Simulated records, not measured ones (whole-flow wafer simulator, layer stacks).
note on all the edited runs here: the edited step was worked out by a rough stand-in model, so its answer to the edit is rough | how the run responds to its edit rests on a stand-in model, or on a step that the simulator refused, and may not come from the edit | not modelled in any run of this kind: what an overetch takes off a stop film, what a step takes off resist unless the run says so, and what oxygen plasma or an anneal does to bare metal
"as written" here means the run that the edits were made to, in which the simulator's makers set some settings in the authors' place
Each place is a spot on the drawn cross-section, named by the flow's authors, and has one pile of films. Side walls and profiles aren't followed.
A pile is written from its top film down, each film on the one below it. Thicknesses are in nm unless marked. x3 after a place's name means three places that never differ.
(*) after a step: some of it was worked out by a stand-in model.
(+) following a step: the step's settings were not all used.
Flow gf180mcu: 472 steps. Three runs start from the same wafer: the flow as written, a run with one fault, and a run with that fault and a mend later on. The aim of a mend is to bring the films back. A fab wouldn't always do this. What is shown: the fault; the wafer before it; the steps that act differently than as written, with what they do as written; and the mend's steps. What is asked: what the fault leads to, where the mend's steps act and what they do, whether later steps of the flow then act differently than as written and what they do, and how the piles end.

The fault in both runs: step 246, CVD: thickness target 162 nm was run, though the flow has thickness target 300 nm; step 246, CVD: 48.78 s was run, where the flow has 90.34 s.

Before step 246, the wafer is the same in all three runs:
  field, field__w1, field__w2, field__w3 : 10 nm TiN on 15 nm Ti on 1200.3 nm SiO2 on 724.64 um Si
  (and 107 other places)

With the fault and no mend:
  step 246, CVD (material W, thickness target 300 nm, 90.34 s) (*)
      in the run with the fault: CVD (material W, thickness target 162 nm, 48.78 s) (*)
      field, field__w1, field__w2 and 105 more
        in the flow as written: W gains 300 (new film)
        in the run with the fault: W gains 162.6 (new film)
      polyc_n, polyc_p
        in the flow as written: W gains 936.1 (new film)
        in the run with the fault: W gains 798.6 (new film)
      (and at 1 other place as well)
  Steps later in the flow that act otherwise than as written:
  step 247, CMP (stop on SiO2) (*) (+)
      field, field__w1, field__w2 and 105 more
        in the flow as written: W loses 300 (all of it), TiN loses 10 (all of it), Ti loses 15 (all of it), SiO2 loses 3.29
        in the run with the fault: W loses 162.6 (all of it), TiN loses 10 (all of it), Ti loses 15 (all of it), SiO2 loses 1.9
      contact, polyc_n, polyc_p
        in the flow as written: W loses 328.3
        in the run with the fault: W loses 189.4
  When the end is reached, the piles differ only a little from the flow's at the places that both follow, at most by 2% or 0.5 nm, whichever is larger.

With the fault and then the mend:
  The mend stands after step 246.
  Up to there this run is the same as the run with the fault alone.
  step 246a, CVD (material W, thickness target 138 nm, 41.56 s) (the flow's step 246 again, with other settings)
      field, field__w1, field__w2 and 108 more
        W gains 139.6
  Every later step of the flow that is run acts as written, at every place that is followed, to within 2% or 0.5 nm, whichever is larger.
  When the end is reached, the piles differ only a little from the flow's at the places that both follow, at most by 2% or 0.5 nm, whichever is larger.
